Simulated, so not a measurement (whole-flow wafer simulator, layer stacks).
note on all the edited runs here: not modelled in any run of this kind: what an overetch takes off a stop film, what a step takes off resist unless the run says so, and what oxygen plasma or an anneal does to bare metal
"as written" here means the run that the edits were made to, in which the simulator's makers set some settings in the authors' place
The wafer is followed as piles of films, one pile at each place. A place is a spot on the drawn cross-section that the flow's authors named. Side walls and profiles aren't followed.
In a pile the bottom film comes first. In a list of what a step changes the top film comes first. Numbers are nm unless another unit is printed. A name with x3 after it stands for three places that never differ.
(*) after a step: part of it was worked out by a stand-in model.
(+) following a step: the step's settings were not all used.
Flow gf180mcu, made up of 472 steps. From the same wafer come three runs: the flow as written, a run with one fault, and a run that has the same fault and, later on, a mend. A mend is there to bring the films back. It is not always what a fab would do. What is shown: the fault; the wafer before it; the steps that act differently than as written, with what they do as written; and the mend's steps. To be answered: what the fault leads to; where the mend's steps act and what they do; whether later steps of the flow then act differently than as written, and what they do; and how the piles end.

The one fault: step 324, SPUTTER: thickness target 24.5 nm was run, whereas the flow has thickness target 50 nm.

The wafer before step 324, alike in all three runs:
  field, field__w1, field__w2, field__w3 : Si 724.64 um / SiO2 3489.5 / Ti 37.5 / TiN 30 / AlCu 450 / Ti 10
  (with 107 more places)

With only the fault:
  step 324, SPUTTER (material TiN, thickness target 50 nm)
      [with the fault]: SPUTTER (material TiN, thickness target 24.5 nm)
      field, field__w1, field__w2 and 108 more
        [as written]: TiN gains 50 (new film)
        [with the fault]: TiN gains 24.5 (new film)
  Later steps of the flow acting differently than as written (2 more steps, not shown, differ only slightly: by at most 2% or 0.5 nm, whichever is larger):
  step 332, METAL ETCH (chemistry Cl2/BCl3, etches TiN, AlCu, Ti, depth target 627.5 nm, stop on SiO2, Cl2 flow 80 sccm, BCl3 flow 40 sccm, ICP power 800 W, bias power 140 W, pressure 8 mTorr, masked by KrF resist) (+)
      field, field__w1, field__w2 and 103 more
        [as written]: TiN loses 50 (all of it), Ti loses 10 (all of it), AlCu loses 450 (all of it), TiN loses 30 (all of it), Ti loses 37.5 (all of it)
        [with the fault]: TiN loses 24.5 (all of it), Ti loses 10 (all of it), AlCu loses 450 (all of it), TiN loses 30 (all of it), Ti loses 37.5 (all of it)
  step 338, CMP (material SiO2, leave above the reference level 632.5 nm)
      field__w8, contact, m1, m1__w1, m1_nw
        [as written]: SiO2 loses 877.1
        [with the fault]: SiO2 loses 851.6
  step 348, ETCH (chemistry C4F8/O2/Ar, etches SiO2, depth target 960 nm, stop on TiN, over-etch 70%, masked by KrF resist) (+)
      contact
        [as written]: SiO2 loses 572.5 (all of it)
        [with the fault]: SiO2 loses 598 (all of it)
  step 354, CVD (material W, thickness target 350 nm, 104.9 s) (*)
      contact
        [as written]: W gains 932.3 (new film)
        [with the fault]: W gains 958 (new film)
  By the end, the piles at field__w8, contact, m1, m1__w1, m1_nw depart from the flow's by more than 2% or 0.5 nm, whichever is larger.
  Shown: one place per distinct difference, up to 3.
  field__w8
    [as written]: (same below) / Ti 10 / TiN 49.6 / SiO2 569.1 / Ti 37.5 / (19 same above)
    [with the fault]: (same below) / Ti 10 / TiN 24.1 / SiO2 594.6 / Ti 37.5 / (19 same above)
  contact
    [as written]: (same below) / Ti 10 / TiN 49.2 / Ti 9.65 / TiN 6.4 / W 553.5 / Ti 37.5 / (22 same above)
    [with the fault]: (same below) / Ti 10 / TiN 23.7 / Ti 9.51 / TiN 6.31 / W 579.2 / Ti 37.5 / (22 same above)

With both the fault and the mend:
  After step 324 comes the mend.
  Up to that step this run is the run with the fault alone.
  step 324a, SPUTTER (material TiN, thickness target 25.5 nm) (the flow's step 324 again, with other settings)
      field, field__w1, field__w2 and 108 more
        TiN gains 25.5
  None of the later steps of the flow acts differently than as written at any place that is followed.
  The piles end the same as the flow's at every place that both follow.
